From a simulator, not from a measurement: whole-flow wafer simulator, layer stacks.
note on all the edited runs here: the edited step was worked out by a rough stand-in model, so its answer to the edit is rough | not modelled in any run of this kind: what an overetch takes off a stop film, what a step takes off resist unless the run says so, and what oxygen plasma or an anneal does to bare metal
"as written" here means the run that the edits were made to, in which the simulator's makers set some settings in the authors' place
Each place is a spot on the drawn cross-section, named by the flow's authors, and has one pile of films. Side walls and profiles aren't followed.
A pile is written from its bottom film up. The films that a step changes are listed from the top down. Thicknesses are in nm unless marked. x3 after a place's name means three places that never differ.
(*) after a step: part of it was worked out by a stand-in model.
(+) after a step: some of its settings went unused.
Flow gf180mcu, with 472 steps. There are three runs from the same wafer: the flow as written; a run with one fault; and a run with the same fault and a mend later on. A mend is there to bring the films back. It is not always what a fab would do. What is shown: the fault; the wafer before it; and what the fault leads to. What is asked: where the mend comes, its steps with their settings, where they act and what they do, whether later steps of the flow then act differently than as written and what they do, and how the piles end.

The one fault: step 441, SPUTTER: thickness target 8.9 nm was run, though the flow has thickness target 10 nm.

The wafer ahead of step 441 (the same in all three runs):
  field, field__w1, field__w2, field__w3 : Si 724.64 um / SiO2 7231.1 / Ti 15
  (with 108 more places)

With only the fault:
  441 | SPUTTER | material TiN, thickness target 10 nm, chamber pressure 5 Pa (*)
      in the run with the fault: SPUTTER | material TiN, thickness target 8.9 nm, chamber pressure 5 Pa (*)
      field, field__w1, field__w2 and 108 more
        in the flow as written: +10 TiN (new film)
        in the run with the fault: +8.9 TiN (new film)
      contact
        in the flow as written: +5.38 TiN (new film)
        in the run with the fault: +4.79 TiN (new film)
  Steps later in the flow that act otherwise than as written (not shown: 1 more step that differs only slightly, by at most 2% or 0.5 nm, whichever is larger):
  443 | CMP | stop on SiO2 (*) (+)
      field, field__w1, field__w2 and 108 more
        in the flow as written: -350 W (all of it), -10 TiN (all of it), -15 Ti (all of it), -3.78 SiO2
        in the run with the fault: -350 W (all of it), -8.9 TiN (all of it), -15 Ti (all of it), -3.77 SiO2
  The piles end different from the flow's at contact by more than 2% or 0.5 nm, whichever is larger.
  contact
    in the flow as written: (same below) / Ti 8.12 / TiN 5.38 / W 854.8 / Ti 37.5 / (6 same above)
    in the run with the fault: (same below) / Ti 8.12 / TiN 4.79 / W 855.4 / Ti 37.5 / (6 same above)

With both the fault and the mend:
  The mend follows step 441.
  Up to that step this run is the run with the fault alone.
  441a | SPUTTER | material TiN, thickness target 1.1 nm, chamber pressure 5 Pa (*) (the flow's step 441, run once more with other settings)
      field, field__w1, field__w2 and 108 more
        +1.1 TiN
      contact
        +0.59 TiN
  None of the later steps of the flow acts differently than as written at any place that is followed.
  By the end, the piles equal the flow's at every place that both follow.
